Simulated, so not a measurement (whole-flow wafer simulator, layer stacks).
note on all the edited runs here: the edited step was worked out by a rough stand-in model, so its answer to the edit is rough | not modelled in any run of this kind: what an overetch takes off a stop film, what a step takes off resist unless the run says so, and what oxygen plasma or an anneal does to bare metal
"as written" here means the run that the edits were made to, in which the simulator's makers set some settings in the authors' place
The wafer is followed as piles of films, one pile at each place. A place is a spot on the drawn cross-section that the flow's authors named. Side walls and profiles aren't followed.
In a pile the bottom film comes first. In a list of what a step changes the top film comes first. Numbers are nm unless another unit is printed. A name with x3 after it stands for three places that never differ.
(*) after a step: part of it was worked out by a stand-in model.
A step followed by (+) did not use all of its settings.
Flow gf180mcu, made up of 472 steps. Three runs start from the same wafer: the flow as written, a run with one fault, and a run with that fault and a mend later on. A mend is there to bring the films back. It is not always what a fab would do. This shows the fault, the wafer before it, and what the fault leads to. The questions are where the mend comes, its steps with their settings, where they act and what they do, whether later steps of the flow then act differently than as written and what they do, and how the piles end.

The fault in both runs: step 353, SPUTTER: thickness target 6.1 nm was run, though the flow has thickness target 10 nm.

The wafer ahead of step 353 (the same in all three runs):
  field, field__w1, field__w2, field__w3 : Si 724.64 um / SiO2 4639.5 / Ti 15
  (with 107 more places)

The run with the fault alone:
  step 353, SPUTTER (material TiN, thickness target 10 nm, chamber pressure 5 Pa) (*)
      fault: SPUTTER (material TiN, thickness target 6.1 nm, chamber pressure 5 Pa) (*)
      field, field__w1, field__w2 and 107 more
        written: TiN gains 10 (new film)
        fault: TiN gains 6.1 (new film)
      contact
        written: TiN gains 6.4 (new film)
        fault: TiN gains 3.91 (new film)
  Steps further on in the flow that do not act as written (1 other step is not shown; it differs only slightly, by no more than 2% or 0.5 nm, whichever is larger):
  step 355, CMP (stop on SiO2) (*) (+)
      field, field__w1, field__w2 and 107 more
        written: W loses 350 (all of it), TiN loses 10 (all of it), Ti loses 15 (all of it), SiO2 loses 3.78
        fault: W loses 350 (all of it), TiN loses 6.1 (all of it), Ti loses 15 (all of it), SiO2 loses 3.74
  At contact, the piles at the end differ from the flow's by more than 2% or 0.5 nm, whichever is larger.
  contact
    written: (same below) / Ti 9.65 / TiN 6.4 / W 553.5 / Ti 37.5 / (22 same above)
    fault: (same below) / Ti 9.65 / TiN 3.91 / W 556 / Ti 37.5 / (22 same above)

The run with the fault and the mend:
  The mend stands after step 353.
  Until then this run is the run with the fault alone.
  step 353a, SPUTTER (material TiN, thickness target 3.9 nm, chamber pressure 5 Pa) (*) (the flow's step 353, run once more with other settings)
      field, field__w1, field__w2 and 107 more
        TiN gains 3.9
      contact
        TiN gains 2.49
  None of the later steps of the flow acts differently than as written at any place that is followed.
  The piles end the same as the flow's at every place that both follow.
